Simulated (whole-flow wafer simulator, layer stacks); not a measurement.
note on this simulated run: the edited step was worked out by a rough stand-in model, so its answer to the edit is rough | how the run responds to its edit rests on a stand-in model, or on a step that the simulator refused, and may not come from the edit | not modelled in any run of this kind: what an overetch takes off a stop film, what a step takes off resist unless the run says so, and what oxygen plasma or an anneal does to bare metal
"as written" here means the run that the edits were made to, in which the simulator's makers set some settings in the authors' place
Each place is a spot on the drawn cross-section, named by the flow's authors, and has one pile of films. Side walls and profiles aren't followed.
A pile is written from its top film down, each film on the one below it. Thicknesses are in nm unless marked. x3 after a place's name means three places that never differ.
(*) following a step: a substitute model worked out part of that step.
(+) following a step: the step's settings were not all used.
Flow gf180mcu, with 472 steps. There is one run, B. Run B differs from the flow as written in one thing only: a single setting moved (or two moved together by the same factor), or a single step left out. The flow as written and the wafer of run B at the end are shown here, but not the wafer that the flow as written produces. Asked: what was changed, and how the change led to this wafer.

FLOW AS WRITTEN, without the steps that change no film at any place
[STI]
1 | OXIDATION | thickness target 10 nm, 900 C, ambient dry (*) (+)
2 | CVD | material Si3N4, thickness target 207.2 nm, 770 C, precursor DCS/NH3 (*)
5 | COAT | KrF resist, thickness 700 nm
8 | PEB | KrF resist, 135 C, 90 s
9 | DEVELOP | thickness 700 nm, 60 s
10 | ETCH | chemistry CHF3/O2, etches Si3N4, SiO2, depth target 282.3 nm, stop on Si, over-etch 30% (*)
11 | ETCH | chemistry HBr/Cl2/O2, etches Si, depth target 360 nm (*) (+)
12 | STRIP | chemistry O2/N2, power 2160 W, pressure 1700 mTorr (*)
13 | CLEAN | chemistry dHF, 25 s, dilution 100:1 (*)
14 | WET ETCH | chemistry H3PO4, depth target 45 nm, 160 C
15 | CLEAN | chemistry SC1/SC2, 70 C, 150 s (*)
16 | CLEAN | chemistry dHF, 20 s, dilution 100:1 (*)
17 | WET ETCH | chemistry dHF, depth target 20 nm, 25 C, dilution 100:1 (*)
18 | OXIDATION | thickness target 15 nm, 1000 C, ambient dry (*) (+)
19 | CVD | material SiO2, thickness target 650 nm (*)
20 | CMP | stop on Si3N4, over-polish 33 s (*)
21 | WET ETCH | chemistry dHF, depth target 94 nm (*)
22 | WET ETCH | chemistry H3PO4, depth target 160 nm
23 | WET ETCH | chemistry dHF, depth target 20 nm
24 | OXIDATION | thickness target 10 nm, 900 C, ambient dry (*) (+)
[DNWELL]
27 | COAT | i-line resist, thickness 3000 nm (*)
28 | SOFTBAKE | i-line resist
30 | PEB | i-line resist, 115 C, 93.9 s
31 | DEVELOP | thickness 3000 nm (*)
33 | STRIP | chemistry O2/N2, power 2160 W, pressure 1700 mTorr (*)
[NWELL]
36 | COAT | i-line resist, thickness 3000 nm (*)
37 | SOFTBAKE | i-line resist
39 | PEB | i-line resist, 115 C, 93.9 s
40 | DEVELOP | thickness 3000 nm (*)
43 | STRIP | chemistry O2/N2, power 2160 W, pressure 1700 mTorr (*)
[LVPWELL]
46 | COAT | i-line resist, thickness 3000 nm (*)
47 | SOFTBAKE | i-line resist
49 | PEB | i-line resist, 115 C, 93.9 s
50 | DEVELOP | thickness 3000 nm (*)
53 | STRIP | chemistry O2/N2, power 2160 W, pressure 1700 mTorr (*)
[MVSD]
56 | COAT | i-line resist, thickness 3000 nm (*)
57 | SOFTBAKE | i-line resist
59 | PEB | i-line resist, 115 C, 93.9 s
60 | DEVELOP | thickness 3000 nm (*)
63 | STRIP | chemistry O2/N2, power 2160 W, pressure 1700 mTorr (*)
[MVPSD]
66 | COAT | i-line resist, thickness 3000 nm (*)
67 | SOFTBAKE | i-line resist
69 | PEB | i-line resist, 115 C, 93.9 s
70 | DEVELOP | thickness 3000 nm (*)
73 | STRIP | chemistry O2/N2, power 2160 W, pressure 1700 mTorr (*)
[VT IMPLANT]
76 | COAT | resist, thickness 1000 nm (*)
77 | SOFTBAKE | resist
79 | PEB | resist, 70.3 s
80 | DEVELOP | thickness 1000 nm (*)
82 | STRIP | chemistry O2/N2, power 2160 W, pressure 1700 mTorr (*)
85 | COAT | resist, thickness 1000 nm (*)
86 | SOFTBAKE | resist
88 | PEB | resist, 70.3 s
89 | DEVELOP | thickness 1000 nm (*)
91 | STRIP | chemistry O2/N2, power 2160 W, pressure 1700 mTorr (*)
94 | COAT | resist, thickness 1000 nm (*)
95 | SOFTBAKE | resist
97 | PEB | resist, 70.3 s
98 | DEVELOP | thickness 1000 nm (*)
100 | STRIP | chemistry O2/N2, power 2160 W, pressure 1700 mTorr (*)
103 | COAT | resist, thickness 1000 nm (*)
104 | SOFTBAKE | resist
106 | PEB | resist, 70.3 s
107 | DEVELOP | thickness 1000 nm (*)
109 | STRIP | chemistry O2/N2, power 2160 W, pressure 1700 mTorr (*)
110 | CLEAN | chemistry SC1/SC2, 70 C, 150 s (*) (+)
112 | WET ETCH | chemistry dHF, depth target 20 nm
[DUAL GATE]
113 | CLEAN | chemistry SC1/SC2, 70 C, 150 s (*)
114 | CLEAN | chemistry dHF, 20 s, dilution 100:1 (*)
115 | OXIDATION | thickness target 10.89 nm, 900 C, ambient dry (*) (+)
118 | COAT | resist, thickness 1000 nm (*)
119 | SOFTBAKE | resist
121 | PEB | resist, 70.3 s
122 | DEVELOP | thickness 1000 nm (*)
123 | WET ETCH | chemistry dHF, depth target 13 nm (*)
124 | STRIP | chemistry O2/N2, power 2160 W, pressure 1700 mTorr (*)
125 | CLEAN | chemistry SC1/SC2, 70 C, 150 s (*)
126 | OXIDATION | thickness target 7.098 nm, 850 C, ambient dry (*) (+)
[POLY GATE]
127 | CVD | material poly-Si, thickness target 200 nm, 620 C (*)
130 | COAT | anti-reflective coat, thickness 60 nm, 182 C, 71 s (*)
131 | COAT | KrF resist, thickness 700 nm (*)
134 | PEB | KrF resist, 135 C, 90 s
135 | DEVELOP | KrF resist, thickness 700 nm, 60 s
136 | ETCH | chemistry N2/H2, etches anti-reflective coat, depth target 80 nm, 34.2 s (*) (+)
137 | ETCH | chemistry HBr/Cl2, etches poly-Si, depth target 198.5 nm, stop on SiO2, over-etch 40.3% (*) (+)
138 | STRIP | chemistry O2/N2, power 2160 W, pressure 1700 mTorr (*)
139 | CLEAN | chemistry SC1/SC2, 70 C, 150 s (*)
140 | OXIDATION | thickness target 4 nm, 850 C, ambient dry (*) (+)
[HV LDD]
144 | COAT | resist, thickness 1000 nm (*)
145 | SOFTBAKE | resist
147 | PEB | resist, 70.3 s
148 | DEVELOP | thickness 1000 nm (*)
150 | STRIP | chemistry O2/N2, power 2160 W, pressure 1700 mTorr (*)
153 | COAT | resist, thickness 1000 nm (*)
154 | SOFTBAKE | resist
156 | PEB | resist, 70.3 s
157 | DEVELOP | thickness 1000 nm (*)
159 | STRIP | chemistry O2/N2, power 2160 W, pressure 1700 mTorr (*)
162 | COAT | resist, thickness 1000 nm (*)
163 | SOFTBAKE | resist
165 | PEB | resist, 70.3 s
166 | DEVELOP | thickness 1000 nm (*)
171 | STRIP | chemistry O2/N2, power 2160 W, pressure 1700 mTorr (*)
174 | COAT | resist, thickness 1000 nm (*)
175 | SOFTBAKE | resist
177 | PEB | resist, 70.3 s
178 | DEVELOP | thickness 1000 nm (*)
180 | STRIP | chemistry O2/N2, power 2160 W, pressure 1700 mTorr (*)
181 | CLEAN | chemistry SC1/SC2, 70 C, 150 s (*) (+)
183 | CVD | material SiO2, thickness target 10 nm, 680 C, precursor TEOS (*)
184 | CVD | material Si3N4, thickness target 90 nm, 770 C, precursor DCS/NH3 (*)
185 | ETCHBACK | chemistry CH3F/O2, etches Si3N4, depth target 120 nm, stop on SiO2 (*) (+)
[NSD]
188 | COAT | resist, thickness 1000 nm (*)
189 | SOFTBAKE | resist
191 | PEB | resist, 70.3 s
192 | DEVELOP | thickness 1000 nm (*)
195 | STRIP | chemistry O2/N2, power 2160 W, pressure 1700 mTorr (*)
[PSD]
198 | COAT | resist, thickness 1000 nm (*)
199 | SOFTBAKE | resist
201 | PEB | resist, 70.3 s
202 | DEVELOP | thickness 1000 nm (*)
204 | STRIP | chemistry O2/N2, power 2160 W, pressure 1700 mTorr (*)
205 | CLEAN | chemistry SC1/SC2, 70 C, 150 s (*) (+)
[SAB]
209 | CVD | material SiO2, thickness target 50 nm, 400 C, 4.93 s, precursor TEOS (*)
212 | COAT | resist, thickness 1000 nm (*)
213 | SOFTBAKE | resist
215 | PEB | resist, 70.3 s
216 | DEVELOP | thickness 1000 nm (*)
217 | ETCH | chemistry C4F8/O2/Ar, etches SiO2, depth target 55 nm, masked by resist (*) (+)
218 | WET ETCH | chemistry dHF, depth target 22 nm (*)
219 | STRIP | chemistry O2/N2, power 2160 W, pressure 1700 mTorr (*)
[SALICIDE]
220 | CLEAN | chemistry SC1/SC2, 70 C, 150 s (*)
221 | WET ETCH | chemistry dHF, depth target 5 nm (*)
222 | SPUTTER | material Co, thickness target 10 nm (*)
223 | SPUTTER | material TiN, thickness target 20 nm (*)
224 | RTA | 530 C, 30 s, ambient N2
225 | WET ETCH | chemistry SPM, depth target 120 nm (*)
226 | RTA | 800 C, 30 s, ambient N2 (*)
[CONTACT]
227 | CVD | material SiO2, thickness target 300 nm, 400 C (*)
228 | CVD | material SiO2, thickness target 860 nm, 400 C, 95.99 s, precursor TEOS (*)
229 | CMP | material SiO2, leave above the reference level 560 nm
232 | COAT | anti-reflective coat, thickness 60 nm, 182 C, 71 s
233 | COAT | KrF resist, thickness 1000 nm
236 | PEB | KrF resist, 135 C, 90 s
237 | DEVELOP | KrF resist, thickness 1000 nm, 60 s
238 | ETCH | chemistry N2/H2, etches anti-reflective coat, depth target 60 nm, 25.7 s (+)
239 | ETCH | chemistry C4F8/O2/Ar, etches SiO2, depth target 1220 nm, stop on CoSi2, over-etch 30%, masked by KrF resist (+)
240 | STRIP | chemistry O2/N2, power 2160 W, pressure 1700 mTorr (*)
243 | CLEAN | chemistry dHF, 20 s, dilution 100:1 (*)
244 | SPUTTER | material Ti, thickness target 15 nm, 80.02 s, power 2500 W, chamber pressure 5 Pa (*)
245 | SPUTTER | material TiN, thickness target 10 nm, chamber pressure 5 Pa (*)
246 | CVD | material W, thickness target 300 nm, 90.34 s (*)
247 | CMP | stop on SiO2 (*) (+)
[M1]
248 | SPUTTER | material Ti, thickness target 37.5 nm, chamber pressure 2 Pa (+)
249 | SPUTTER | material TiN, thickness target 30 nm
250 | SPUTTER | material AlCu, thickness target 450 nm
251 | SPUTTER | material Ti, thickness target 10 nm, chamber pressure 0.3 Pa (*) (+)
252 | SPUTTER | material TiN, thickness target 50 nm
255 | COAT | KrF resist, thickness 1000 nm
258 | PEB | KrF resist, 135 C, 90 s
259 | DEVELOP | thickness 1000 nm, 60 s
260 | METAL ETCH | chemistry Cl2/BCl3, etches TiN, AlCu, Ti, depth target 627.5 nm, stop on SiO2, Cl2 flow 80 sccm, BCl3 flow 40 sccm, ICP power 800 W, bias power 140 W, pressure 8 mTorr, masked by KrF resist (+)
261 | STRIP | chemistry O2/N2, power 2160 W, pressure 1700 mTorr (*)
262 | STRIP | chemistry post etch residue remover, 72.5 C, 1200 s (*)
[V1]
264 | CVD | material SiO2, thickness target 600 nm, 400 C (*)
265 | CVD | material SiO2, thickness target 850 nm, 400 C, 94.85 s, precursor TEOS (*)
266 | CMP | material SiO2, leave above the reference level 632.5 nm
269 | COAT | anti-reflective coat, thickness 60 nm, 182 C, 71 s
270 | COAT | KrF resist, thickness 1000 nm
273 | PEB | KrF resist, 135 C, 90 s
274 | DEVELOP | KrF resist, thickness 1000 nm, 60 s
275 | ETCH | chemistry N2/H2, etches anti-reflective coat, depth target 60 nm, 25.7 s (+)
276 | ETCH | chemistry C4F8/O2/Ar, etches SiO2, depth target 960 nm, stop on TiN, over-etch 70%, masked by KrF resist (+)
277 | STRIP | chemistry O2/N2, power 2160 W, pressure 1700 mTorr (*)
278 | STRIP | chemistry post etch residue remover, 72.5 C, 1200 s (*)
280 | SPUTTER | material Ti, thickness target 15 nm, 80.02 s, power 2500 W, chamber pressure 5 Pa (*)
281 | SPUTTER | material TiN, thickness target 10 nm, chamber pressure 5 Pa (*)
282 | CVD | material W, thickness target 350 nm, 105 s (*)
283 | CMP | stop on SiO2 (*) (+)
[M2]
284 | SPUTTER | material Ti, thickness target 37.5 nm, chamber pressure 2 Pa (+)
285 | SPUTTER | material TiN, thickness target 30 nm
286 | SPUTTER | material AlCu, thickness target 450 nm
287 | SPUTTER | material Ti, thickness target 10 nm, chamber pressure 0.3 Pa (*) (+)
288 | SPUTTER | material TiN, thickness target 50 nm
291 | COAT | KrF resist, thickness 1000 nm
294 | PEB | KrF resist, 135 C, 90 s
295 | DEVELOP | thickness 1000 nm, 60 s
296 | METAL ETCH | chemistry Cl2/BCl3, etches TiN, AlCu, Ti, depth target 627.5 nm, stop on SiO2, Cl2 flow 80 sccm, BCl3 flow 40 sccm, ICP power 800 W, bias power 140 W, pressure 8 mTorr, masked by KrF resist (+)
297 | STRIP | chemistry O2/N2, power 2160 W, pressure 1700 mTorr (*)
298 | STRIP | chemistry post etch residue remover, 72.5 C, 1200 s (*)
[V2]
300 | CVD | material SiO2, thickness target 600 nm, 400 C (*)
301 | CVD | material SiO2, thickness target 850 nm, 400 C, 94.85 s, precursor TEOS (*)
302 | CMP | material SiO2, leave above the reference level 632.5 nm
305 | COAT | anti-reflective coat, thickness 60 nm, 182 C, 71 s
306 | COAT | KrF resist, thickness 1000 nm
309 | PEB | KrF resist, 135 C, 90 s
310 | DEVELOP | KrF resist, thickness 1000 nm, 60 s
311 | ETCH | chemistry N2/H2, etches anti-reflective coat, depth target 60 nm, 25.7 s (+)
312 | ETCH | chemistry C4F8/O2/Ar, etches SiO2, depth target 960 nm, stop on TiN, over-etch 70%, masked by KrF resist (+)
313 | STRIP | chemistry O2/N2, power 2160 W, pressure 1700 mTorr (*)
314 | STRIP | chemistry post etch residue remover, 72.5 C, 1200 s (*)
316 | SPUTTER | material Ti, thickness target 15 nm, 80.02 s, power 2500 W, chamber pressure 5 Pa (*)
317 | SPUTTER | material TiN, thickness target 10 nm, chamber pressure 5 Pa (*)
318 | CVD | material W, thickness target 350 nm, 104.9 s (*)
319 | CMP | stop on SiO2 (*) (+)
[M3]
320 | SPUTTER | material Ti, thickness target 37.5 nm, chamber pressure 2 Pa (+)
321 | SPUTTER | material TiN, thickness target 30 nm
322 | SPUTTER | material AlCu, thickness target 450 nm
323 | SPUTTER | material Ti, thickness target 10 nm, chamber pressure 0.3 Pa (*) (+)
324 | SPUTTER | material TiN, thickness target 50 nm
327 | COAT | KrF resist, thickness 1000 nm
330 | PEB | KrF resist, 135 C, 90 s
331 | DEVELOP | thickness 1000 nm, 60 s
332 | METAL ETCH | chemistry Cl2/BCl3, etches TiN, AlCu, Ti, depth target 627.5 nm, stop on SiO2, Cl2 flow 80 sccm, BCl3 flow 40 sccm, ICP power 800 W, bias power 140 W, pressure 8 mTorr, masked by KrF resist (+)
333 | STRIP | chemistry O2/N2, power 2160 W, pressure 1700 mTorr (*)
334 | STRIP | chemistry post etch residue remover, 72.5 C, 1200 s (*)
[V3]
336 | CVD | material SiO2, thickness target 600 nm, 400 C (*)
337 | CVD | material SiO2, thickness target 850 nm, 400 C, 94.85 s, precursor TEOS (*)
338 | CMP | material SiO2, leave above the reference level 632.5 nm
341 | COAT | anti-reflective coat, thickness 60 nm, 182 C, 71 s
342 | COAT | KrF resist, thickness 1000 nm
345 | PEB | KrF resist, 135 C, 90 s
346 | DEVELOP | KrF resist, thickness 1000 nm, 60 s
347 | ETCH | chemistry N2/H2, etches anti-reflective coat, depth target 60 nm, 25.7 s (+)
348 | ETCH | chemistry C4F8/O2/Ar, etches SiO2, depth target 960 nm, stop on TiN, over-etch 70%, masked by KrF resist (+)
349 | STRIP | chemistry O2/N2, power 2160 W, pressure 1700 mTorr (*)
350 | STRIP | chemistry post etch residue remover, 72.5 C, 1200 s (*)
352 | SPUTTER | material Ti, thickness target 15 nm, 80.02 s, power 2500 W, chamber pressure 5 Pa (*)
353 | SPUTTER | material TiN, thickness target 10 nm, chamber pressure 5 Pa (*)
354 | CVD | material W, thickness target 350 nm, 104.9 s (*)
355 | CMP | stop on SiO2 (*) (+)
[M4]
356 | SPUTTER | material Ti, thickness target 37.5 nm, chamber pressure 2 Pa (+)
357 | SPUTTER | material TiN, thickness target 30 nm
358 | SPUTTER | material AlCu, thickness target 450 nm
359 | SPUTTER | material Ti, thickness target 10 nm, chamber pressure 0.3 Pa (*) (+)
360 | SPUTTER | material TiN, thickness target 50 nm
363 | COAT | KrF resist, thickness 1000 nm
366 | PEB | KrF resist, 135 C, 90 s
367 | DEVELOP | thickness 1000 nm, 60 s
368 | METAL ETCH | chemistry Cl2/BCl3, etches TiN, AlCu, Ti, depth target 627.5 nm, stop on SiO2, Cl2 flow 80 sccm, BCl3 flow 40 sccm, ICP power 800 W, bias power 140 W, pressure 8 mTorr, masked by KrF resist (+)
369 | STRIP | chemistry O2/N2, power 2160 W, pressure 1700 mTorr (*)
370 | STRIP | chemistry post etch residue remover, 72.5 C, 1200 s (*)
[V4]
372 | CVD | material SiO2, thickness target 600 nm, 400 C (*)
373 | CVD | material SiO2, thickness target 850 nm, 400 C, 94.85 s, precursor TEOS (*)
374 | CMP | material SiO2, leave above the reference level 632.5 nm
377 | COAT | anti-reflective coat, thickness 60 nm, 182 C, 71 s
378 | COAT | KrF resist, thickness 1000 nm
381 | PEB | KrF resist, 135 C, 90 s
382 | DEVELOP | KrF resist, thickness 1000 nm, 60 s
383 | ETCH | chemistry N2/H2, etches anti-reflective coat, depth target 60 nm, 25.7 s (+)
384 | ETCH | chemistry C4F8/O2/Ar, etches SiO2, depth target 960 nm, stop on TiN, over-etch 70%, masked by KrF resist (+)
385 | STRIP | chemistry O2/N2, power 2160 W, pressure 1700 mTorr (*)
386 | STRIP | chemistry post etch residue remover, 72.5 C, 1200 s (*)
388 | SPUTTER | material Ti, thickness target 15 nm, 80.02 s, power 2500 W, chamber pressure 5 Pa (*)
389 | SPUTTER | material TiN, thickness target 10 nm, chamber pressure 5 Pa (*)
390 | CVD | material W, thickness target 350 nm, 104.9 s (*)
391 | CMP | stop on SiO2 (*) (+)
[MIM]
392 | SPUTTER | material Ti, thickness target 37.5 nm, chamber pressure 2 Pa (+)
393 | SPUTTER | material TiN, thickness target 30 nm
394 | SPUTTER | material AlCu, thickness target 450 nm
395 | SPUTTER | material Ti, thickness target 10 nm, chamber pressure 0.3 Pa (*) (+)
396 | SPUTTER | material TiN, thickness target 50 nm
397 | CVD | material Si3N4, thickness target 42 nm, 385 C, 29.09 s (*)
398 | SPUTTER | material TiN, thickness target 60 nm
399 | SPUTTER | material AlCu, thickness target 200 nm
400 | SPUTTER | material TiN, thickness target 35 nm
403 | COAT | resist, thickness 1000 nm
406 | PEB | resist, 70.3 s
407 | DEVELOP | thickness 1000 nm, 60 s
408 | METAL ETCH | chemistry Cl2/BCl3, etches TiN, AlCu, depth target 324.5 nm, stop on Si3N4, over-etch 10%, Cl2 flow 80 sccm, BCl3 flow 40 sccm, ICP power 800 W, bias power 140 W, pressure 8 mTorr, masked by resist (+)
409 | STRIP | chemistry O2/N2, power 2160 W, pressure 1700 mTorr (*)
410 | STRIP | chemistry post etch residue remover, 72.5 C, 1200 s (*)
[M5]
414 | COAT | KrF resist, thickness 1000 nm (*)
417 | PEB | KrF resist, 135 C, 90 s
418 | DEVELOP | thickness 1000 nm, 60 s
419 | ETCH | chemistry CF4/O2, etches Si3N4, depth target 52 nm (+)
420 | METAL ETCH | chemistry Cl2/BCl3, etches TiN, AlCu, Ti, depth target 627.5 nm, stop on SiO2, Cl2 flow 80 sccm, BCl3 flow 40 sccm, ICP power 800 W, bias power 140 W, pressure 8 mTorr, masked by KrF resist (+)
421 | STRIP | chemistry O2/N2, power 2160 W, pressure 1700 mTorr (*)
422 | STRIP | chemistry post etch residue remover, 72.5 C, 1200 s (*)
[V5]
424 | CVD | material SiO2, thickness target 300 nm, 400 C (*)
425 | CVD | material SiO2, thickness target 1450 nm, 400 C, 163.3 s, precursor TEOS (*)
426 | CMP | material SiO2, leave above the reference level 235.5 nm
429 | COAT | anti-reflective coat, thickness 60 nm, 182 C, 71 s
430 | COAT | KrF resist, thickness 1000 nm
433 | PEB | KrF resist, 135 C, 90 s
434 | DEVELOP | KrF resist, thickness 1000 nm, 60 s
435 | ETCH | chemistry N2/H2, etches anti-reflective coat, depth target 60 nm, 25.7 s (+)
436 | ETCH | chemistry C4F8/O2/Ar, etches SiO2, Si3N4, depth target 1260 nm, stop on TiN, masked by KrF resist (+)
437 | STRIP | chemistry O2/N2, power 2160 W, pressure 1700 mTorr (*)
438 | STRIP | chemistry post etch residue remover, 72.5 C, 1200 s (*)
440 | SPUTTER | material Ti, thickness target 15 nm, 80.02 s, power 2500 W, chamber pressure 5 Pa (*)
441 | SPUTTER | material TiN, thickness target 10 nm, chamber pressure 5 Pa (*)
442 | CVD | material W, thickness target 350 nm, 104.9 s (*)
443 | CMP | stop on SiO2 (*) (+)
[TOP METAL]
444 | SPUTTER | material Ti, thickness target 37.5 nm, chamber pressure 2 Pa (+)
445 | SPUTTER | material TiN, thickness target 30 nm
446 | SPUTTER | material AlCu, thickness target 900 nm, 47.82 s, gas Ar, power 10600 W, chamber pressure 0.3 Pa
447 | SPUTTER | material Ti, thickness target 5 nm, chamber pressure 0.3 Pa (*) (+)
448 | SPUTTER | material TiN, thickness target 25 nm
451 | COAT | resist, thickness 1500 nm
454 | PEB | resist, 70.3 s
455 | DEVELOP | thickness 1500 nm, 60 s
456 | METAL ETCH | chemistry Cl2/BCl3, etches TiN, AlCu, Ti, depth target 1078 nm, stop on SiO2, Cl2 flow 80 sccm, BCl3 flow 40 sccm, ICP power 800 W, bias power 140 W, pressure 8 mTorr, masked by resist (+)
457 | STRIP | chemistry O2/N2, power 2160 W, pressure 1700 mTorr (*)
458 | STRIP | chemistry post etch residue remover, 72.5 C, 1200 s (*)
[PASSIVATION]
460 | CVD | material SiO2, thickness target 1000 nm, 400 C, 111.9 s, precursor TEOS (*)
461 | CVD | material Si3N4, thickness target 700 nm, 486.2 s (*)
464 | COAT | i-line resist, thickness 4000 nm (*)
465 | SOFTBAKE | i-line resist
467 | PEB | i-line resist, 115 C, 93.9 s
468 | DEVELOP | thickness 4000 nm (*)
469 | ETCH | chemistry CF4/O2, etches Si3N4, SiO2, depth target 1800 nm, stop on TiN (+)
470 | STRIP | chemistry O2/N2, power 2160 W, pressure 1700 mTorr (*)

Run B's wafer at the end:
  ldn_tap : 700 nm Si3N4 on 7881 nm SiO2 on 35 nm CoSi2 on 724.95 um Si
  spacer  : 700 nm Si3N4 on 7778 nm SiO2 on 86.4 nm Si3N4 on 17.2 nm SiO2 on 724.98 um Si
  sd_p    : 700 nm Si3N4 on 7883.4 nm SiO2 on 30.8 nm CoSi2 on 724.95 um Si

Cause: step 209, CVD: thickness target 70 nm was run, though the flow has thickness target 50 nm; step 209, CVD: 6.902 s was run, where the flow has 4.93 s.

Step by step, how the change led to this:
  209 | CVD | material SiO2, thickness target 50 nm, 400 C, 4.93 s, precursor TEOS (*)
      field, field__w7, field__w8 and 73 more: +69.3 SiO2 (in the flow as written it would be: +50 SiO2)
      field_sub__w1, field_sub__w3, field_sub__w4, field_sub__w5, ld_drift_n: +67.8 SiO2 (in the flow as written it would be: +48.9 SiO2)
      (also at 28 further places)
  217 | ETCH | chemistry C4F8/O2/Ar, etches SiO2, depth target 55 nm, masked by resist (*) (+)
      spacer: -55 SiO2 (in the flow as written it would be: -50 SiO2 (all of it), -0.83 Si3N4)
  218 | WET ETCH | chemistry dHF, depth target 22 nm (*)
      ldn_tap, ldn_src, ldn_drn, ldp_tap, ldp_src, ldp_drn, ldp_gr: -34.4 SiO2 (in the flow as written it would be: -16 SiO2 (all of it))
      ld_drn_n, ld_sd_p: -33.2 SiO2 (in the flow as written it would be: -14.8 SiO2 (all of it))
      (also at 91 further places)
  219 | STRIP | chemistry O2/N2, power 2160 W, pressure 1700 mTorr (*)
      active_hv, active_nat, ld_drn_n and 9 more: nothing (in the flow as written it would be: +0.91 chemical SiO2 (new film), -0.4 Si)
  220 | CLEAN | chemistry SC1/SC2, 70 C, 150 s (*)
      active_hv: -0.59 SiO2 (all of it) (in the flow as written it would be: -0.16 chemical SiO2, -0.23 Si)
      sd_p_hv: -0.62 SiO2 (all of it) (in the flow as written it would be: -0.16 chemical SiO2, -0.23 Si)
  221 | WET ETCH | chemistry dHF, depth target 5 nm (*)
      ldn_tap, ldn_src, ldn_drn, ldp_tap, ldp_src, ldp_drn, ldp_gr: -0.55 SiO2 (all of it) (in the flow as written it would be: -0.76 chemical SiO2 (all of it))
      active_hv, active_nat, ld_drn_n, ld_sd_p, sd_p_hv: nothing (in the flow as written it would be: -0.76 chemical SiO2 (all of it))
  223 | SPUTTER | material TiN, thickness target 20 nm (*)
      field__w12: +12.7 TiN (new film) (in the flow as written it would be: +12 TiN (new film))
      sd_p: +17.3 TiN (new film) (in the flow as written it would be: +17.9 TiN (new film))
      (also at 1 further place)
  224 | RTA | 530 C, 30 s, ambient N2
      sd_p: under 1 film: +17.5 CoSi (new film), -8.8 Co (all of it), -16 Si (in the flow as written it would be: under 1 film: +18.1 CoSi (new film), -9.09 Co (all of it), -16.5 Si)
  225 | WET ETCH | chemistry SPM, depth target 120 nm (*)
      field__w12: -12.7 TiN (all of it), -6.44 Co (all of it) (in the flow as written it would be: -12 TiN (all of it), -6.15 Co (all of it))
      sd_p: -17.3 TiN (all of it) (in the flow as written it would be: -17.9 TiN (all of it))
      (also at 1 further place)
  226 | RTA | 800 C, 30 s, ambient N2 (*)
      sd_p: +30.8 CoSi2 (new film), -17.5 CoSi (all of it), -16 Si (in the flow as written it would be: +31.8 CoSi2 (new film), -18.1 CoSi (all of it), -16.5 Si)
  229 | CMP | material SiO2, leave above the reference level 560 nm
      ldn_sep__w1, ldn_sep__w2, ldn_dft and 8 more: -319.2 SiO2 (in the flow as written it would be: -311 SiO2)
      sti, mim_1p0, pad, dice_street, iso_nw_fld, iso_fld_sub: -305 SiO2 (in the flow as written it would be: -296.8 SiO2)
      (also at 43 further places)
